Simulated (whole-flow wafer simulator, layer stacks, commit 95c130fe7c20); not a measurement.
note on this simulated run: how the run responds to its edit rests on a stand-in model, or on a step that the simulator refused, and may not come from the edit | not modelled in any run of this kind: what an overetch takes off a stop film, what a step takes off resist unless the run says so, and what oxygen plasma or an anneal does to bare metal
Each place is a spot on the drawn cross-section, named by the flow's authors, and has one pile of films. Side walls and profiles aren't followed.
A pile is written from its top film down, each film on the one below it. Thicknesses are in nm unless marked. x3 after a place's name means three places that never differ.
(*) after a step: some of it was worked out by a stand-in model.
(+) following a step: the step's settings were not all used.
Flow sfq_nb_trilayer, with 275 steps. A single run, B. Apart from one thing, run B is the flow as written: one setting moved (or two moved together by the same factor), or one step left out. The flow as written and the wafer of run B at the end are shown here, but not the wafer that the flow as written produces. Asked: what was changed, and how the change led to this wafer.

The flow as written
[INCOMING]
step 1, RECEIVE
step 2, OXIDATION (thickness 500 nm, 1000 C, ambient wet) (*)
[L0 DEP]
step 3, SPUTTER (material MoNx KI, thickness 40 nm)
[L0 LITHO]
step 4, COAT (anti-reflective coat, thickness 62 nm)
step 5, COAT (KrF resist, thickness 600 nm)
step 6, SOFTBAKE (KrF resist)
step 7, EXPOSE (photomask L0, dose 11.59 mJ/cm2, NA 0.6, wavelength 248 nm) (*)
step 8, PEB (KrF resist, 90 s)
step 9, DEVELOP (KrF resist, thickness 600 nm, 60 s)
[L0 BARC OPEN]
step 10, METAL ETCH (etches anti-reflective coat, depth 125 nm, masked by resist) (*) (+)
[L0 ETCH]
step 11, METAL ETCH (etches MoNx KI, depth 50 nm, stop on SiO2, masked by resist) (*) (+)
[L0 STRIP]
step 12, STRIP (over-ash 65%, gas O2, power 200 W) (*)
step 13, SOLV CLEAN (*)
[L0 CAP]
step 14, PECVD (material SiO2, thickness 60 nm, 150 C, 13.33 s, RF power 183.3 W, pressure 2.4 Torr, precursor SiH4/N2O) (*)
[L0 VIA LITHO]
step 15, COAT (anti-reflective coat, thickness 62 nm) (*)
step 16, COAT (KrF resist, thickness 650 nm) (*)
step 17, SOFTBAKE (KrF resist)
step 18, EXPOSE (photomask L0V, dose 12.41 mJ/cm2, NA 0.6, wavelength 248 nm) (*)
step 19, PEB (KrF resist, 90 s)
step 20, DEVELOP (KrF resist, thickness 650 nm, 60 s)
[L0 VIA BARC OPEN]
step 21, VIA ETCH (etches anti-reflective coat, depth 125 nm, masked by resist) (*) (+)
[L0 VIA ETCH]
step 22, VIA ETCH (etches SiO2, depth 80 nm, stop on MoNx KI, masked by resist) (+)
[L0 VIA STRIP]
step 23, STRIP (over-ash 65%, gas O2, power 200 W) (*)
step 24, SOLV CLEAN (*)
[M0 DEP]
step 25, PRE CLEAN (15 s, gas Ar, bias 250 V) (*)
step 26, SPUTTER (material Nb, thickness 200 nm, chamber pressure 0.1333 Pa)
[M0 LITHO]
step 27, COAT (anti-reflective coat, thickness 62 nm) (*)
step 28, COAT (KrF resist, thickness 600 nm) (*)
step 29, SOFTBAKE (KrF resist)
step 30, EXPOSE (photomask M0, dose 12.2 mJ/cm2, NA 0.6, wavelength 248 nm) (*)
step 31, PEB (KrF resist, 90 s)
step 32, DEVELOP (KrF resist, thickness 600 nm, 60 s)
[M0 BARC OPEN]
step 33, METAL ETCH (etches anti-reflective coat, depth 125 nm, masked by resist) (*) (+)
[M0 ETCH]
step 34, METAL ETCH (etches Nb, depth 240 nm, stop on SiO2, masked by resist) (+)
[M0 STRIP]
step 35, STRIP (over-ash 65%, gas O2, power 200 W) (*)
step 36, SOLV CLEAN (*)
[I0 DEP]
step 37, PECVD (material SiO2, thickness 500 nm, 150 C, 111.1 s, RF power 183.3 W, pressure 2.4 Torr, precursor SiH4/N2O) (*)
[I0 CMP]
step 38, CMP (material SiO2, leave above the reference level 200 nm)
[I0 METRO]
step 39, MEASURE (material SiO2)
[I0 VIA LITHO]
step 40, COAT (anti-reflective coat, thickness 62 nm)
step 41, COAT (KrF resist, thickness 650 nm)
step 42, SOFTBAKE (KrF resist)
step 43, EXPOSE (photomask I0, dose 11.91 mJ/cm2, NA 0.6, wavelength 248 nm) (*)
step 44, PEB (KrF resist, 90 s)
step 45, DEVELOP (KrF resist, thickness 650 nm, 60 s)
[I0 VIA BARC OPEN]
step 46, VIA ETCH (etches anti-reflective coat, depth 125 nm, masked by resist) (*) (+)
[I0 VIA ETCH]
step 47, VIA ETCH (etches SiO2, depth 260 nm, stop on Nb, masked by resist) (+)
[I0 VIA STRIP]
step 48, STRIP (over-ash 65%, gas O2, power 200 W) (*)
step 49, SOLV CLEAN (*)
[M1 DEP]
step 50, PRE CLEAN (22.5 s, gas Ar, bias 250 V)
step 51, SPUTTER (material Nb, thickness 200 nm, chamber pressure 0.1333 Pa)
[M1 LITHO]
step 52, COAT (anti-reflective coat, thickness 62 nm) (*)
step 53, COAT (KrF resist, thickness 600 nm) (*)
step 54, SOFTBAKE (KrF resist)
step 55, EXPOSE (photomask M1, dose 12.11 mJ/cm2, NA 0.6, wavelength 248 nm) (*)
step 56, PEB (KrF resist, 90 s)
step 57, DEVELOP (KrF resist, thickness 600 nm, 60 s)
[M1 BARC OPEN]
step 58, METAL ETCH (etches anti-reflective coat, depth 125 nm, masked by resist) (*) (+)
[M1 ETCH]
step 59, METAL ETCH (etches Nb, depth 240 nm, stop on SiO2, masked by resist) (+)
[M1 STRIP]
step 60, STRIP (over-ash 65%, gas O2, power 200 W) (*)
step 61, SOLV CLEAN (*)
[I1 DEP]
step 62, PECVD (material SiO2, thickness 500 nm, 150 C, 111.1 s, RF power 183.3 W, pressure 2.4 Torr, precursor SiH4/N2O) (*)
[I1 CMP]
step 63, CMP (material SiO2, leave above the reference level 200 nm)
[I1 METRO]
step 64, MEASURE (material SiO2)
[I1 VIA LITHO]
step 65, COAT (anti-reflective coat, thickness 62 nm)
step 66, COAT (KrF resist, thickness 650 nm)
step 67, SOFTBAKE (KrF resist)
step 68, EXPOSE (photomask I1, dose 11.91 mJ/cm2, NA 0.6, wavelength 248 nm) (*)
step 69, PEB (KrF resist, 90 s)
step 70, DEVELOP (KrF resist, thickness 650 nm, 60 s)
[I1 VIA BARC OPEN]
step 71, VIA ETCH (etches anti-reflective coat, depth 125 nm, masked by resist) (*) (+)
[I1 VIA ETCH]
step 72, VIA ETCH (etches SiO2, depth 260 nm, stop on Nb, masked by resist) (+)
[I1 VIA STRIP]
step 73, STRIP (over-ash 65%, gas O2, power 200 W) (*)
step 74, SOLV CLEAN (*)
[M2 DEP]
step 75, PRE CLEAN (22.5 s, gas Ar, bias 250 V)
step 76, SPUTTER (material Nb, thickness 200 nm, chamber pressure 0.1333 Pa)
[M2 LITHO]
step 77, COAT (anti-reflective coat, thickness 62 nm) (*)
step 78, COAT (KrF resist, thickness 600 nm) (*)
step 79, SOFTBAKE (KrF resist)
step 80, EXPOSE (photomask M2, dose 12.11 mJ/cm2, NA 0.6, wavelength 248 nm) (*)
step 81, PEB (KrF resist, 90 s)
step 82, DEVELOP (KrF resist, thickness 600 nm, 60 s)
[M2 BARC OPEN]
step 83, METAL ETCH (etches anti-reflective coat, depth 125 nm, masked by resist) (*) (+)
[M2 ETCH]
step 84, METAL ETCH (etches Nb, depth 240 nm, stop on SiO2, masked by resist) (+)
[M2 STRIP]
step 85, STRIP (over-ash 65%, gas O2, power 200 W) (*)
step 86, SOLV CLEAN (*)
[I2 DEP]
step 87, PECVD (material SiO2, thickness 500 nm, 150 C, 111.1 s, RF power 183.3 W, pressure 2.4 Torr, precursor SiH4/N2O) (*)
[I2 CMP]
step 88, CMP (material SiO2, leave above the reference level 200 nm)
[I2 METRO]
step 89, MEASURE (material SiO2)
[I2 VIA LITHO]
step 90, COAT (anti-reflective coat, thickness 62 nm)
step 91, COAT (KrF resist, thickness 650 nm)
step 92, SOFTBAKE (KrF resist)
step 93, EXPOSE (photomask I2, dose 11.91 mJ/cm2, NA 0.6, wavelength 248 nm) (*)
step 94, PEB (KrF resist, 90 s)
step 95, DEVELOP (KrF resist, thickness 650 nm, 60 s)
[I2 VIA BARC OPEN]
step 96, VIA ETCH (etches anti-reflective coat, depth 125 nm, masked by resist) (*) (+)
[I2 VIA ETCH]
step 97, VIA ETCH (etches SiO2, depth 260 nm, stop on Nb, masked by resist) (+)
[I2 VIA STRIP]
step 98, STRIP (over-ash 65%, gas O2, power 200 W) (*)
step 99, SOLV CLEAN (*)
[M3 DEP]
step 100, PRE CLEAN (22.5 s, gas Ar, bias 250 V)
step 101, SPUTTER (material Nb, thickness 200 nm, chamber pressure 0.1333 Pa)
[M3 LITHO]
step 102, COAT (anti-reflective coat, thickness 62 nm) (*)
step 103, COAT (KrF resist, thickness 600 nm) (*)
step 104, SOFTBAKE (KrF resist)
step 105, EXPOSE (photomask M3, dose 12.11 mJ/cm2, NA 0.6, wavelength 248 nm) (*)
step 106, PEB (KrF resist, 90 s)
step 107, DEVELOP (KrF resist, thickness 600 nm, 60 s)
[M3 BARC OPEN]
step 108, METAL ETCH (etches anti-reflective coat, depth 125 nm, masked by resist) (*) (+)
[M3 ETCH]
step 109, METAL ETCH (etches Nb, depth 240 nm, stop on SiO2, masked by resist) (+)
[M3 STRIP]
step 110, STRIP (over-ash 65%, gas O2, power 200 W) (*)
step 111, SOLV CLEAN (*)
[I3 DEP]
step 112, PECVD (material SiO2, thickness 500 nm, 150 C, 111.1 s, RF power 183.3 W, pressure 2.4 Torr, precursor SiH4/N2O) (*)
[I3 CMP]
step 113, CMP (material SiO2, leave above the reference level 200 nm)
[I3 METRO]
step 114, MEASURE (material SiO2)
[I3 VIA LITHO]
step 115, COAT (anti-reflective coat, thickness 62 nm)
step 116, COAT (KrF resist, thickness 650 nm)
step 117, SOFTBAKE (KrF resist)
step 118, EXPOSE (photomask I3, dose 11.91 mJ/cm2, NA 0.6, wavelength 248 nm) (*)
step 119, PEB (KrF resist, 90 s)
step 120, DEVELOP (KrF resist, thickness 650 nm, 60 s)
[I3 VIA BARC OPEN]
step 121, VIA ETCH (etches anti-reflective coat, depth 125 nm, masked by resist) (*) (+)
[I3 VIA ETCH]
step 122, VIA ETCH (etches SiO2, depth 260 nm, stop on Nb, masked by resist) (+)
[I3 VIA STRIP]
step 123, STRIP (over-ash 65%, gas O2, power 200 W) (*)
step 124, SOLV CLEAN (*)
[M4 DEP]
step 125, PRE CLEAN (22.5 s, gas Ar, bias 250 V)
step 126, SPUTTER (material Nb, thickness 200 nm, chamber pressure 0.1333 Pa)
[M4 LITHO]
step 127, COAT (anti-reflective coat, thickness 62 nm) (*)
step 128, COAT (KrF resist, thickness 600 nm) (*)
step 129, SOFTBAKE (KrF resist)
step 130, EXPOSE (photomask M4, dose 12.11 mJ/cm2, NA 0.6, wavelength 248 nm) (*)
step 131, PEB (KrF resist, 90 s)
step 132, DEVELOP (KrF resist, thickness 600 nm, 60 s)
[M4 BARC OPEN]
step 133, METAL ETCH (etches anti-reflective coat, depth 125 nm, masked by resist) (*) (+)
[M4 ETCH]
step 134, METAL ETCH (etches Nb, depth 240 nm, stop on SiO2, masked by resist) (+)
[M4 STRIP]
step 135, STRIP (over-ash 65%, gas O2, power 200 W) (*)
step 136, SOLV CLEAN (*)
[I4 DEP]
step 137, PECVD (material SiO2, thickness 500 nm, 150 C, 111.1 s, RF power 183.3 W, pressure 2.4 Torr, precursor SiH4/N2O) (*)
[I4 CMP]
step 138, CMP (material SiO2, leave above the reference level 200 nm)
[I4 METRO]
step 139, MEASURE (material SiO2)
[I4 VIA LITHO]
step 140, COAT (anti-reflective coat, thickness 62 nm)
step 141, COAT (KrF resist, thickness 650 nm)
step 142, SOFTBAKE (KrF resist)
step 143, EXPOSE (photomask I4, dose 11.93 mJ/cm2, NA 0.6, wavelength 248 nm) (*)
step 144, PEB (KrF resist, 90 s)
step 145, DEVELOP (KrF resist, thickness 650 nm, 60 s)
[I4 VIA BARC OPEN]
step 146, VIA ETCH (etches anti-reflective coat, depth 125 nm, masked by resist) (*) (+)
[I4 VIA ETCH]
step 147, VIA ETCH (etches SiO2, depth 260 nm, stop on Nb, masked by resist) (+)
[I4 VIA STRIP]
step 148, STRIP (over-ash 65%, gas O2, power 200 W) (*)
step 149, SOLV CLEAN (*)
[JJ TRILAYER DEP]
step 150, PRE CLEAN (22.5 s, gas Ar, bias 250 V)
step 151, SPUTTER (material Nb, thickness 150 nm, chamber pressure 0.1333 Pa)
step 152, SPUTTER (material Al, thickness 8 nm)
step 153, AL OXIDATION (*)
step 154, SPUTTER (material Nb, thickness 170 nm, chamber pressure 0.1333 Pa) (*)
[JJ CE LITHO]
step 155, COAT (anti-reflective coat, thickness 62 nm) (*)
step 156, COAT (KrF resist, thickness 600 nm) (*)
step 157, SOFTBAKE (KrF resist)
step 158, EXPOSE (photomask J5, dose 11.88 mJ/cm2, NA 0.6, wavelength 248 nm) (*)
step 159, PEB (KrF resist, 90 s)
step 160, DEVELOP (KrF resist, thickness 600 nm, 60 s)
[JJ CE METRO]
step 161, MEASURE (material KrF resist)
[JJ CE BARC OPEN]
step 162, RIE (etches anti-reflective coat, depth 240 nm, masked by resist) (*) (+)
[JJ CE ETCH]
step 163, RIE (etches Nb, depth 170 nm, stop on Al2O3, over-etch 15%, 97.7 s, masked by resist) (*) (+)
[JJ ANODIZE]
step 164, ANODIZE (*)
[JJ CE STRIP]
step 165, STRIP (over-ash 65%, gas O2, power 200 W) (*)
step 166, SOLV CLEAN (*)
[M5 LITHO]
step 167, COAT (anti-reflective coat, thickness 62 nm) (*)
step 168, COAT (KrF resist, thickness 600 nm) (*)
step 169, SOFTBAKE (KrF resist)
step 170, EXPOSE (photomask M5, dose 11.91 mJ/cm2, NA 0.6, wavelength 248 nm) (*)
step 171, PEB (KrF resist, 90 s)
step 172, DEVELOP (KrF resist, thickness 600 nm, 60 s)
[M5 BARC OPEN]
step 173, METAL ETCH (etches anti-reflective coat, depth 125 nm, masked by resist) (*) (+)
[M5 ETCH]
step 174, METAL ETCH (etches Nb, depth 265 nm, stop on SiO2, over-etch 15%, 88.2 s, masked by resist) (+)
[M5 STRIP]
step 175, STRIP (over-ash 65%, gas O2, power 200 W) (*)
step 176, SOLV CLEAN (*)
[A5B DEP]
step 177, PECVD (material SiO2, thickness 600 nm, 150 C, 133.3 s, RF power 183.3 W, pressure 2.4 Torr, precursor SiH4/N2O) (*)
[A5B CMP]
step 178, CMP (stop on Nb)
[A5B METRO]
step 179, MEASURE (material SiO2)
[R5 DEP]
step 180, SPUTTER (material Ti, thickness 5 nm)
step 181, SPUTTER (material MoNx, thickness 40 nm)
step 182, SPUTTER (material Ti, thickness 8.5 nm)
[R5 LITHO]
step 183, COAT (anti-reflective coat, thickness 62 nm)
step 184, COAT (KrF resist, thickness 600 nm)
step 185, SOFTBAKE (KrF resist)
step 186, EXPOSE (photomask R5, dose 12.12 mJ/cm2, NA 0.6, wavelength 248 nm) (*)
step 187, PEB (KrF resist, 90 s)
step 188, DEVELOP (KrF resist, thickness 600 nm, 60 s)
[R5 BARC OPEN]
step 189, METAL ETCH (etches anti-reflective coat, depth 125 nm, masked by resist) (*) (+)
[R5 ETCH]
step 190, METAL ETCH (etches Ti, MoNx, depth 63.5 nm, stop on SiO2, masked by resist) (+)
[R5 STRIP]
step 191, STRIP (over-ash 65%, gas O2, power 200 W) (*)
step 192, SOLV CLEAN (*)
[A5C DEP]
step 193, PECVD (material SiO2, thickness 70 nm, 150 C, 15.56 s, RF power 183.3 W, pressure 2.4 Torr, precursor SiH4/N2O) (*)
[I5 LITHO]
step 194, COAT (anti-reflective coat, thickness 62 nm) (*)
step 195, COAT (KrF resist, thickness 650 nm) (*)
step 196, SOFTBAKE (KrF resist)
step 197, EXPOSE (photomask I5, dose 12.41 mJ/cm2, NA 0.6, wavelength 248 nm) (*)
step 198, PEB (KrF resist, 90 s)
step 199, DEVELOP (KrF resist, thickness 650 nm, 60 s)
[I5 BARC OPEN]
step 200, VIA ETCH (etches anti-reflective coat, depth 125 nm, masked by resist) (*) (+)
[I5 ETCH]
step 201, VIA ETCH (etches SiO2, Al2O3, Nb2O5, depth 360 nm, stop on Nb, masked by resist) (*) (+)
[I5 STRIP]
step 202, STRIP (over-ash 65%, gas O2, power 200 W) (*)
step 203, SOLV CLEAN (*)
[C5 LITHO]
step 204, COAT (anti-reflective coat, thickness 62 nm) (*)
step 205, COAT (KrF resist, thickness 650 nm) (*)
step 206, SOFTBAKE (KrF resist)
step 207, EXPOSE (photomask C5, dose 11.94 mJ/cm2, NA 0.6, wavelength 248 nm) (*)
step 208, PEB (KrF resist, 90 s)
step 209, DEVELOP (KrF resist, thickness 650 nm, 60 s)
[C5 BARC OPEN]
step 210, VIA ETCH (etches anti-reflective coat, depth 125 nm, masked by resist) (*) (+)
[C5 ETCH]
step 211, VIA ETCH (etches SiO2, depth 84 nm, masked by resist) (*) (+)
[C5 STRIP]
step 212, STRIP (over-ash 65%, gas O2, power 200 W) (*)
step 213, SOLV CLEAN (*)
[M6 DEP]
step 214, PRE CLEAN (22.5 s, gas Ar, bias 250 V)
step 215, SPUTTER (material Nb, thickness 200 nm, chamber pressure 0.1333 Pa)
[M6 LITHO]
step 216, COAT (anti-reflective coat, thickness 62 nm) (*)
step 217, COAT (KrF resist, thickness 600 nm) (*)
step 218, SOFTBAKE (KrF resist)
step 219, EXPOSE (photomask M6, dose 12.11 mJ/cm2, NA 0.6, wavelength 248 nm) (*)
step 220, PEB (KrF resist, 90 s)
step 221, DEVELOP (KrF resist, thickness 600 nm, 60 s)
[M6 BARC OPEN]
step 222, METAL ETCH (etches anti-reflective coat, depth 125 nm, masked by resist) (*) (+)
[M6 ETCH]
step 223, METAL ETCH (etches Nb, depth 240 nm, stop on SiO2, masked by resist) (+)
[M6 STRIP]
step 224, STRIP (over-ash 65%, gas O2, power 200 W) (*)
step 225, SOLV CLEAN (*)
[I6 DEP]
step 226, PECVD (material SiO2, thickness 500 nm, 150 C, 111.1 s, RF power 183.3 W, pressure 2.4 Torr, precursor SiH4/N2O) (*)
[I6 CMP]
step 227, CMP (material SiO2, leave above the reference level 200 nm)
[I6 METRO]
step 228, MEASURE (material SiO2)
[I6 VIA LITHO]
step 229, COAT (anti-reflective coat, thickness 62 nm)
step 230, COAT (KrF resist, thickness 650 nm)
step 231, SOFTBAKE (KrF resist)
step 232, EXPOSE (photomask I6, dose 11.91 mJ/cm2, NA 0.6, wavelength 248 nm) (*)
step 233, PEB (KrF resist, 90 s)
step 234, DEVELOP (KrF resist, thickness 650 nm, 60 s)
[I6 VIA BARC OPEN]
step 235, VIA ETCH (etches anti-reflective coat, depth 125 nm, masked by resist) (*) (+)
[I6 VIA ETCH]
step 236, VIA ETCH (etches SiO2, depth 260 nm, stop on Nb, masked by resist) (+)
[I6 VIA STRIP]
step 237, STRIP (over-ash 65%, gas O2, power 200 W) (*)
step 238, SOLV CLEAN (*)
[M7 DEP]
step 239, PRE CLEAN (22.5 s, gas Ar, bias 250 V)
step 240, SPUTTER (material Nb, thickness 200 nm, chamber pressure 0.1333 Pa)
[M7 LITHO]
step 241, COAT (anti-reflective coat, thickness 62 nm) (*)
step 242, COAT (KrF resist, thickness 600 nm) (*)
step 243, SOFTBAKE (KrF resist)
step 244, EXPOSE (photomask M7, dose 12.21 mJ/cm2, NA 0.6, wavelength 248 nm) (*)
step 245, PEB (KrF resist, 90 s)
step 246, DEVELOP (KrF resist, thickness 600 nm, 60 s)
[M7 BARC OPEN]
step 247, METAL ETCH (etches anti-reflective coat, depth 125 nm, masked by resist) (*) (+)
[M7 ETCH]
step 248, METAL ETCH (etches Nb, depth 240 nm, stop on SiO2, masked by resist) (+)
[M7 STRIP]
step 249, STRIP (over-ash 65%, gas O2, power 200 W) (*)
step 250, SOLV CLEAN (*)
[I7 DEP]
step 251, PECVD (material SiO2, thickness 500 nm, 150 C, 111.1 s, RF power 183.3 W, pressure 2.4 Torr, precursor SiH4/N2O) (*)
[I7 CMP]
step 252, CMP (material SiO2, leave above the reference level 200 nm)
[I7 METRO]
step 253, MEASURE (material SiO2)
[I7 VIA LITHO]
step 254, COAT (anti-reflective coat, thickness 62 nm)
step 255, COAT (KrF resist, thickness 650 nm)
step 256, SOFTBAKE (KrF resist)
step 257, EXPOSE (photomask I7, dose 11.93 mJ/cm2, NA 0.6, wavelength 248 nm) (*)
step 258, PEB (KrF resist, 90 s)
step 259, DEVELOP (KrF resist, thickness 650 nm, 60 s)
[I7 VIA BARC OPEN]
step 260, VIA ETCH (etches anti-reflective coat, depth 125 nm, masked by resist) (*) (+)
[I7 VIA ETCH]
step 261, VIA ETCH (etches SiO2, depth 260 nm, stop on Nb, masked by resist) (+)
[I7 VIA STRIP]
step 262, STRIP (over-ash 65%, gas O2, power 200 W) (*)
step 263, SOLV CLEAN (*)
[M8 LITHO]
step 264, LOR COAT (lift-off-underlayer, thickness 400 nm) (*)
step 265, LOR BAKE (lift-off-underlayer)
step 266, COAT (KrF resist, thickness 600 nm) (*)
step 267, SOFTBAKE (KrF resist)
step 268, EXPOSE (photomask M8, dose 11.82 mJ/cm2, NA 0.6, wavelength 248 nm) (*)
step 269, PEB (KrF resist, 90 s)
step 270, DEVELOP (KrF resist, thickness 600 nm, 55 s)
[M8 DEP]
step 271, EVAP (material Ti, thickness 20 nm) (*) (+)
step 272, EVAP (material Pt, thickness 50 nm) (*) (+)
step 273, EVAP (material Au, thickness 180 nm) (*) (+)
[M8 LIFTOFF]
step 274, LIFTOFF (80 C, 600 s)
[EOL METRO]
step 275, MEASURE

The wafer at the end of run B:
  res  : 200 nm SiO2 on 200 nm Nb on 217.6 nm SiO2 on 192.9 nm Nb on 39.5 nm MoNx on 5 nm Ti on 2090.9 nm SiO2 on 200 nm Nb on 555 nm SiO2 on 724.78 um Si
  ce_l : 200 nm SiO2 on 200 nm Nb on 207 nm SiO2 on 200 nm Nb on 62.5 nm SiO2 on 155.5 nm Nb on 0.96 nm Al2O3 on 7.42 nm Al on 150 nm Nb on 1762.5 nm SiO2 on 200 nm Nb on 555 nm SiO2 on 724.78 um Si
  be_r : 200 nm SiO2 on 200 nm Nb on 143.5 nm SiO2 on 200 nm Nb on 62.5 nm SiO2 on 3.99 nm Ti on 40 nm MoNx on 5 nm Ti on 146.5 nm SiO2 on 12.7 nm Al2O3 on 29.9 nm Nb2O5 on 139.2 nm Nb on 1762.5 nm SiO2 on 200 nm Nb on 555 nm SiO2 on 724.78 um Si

Cause: step 182, SPUTTER: thickness 3.99 nm was run, while the flow as written has thickness 8.5 nm.
The wafer itself shows it: be_r has Ti 3.99, and step 182 as written asks for 8.5 nm.

The path from the change to this, step by step:
  step 182, SPUTTER (material Ti, thickness 8.5 nm)
      field_l, v_sur, via_wl and 103 more: Ti gains 3.99 (new film) (as written it would have been: Ti gains 8.5 (new film))
  step 190, METAL ETCH (etches Ti, MoNx, depth 63.5 nm, stop on SiO2, masked by resist) (+)
      field_l, v_sur, via_wl and 92 more: Ti loses 3.99 (all of it), MoNx loses 40 (all of it), Ti loses 5 (all of it) (as written it would have been: Ti loses 8.5 (all of it), MoNx loses 40 (all of it), Ti loses 5 (all of it))
      ce_l, c5j, ce_r, wl_jj: Ti loses 3.99 (all of it), MoNx loses 40 (all of it), Ti loses 5 (all of it), Nb loses 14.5 (as written it would have been: Ti loses 8.5 (all of it), MoNx loses 40 (all of it), Ti loses 5 (all of it), Nb loses 10)
  step 194, COAT (anti-reflective coat, thickness 62 nm) (*)
      r5r_spacepad_l, r5r_spacepad_r: anti-reflective coat gains 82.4 (new film) (as written it would have been: anti-reflective coat gains 84.4 (new film))
      ce_l: anti-reflective coat gains 69.2 (new film) (as written it would have been: anti-reflective coat gains 67.2 (new film))
      (and at 2 other places as well)
  step 202, STRIP (over-ash 65%, gas O2, power 200 W) (*)
      r5r_spacepad_l, r5r_spacepad_r: KrF resist loses 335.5 (all of it), anti-reflective coat loses 82.4 (all of it) (as written it would have been: KrF resist loses 335.6 (all of it), anti-reflective coat loses 84.4 (all of it))
      ce_l: KrF resist loses 342.7 (all of it), anti-reflective coat loses 69.2 (all of it) (as written it would have been: KrF resist loses 341.5 (all of it), anti-reflective coat loses 67.2 (all of it))
      (and at 2 other places as well)
  step 204, COAT (anti-reflective coat, thickness 62 nm) (*)
      r5r_spacepad_l, r5r_spacepad_r: anti-reflective coat gains 82.4 (new film) (as written it would have been: anti-reflective coat gains 84.4 (new film))
      ce_l: anti-reflective coat gains 68 (new film) (as written it would have been: anti-reflective coat gains 66 (new film))
      (and at 2 other places as well)
  step 212, STRIP (over-ash 65%, gas O2, power 200 W) (*)
      r5r_spacepad_l, r5r_spacepad_r: KrF resist loses 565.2 (all of it), anti-reflective coat loses 82.4 (all of it) (as written it would have been: KrF resist loses 565.8 (all of it), anti-reflective coat loses 84.4 (all of it))
      ce_l: KrF resist loses 568.3 (all of it), anti-reflective coat loses 68 (all of it) (as written it would have been: KrF resist loses 567.4 (all of it), anti-reflective coat loses 66 (all of it))
      (and at 2 other places as well)
  step 214, PRE CLEAN (22.5 s, gas Ar, bias 250 V)
      res: Ti loses 3.99 (all of it), MoNx loses 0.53 (as written it would have been: Ti loses 4.53)
  step 216, COAT (anti-reflective coat, thickness 62 nm) (*)
      r5r_spacepad_l, r5r_spacepad_r: anti-reflective coat gains 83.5 (new film) (as written it would have been: anti-reflective coat gains 85.7 (new film))
      ce_l: anti-reflective coat gains 49.4 (new film) (as written it would have been: anti-reflective coat gains 48 (new film))
      (and at 2 other places as well)
  step 222, METAL ETCH (etches anti-reflective coat, depth 125 nm, masked by resist) (*) (+)
      r5r_spacepad_l, r5r_spacepad_r: anti-reflective coat loses 83.5 (all of it) (as written it would have been: anti-reflective coat loses 85.7 (all of it))
  step 224, STRIP (over-ash 65%, gas O2, power 200 W) (*)
      ce_l: KrF resist loses 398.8 (all of it), anti-reflective coat loses 49.4 (all of it) (as written it would have been: KrF resist loses 397.1 (all of it), anti-reflective coat loses 48 (all of it))
      ce_r: KrF resist loses 404.7 (all of it), anti-reflective coat loses 50.2 (all of it) (as written it would have been: KrF resist loses 403.5 (all of it), anti-reflective coat loses 48.8 (all of it))
      (and at 1 other place as well)
  step 227, CMP (material SiO2, leave above the reference level 200 nm)
      r5r_line_l, r5r_line_c, r5r_line_r: SiO2 loses 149 (as written it would have been: SiO2 loses 153.5)
      r5r_spacepad_l, r5r_spacepad_r: SiO2 loses 146.5 (as written it would have been: SiO2 loses 153.5)
      (and at 1 other place as well)
